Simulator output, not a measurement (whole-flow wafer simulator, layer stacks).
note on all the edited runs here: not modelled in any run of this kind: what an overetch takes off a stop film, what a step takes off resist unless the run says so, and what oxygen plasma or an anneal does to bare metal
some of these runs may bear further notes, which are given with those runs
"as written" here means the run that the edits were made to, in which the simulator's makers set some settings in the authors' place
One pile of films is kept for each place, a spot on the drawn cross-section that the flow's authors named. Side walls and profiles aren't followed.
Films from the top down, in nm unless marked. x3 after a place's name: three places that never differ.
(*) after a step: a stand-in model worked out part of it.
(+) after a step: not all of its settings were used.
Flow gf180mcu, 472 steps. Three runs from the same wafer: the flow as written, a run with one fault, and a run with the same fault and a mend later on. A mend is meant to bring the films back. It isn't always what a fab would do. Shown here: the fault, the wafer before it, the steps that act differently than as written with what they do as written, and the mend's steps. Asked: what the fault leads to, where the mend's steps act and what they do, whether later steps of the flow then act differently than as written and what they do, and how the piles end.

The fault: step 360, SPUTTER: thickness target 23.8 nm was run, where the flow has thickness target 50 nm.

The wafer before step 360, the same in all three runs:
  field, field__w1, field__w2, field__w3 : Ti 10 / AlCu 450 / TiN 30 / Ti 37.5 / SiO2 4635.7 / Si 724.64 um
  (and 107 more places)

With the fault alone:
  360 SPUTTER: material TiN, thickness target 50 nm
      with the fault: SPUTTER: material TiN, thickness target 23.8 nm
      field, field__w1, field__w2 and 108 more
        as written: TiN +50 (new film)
        with the fault: TiN +23.8 (new film)
  Later steps of the flow that act differently than as written (2 more steps differ only slightly, by at most 2% or 0.5 nm, whichever is larger, and aren't shown):
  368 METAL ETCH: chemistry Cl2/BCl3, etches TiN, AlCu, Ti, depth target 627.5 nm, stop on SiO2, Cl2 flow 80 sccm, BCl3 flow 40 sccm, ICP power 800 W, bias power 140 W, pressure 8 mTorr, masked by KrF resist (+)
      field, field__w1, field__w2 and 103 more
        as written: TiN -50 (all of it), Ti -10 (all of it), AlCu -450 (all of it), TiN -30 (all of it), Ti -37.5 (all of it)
        with the fault: TiN -23.8 (all of it), Ti -10 (all of it), AlCu -450 (all of it), TiN -30 (all of it), Ti -37.5 (all of it)
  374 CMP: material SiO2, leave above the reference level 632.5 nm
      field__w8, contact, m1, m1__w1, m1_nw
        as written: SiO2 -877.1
        with the fault: SiO2 -850.9
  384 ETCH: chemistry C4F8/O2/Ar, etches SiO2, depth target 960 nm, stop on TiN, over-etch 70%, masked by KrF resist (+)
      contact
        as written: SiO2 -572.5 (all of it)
        with the fault: SiO2 -598.7 (all of it)
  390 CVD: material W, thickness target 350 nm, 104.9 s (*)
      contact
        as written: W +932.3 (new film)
        with the fault: W +958.7 (new film)
  At the end the piles differ from the flow's by more than 2% or 0.5 nm, whichever is larger, at field__w8, contact, m1, m1__w1, m1_nw.
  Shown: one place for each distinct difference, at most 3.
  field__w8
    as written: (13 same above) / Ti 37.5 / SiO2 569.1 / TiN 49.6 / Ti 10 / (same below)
    with the fault: (13 same above) / Ti 37.5 / SiO2 595.3 / TiN 23.4 / Ti 10 / (same below)
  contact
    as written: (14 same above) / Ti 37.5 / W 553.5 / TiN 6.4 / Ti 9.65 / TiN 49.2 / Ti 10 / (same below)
    with the fault: (14 same above) / Ti 37.5 / W 579.9 / TiN 6.31 / Ti 9.51 / TiN 23 / Ti 10 / (same below)

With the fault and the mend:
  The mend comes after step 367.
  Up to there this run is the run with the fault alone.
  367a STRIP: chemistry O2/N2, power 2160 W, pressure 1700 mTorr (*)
      field__w8, contact, m1, m1__w1, m1_nw
        KrF resist -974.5 (all of it)
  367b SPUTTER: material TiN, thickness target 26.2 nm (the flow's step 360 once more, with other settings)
      field, field__w1, field__w2 and 108 more
        TiN +26.2
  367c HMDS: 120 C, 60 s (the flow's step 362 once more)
      changes no film at any place that is followed
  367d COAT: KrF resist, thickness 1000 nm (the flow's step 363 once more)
      field, field__w1, field__w2 and 108 more
        KrF resist +1000 (new film)
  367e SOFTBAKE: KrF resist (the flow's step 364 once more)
      changes no film at any place that is followed
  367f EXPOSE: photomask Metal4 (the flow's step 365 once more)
      changes no film at any place that is followed
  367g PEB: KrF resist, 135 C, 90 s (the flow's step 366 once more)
      field, field__w1, field__w2 and 108 more
        KrF resist -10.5
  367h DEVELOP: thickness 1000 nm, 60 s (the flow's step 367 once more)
      field, field__w1, field__w2 and 103 more
        KrF resist -989.5 (all of it)
      field__w8, contact, m1, m1__w1, m1_nw
        KrF resist -14.9
  No later step of the flow acts differently than as written at any place that is followed.
  At the end the piles are the same as the flow's at every place that both follow.
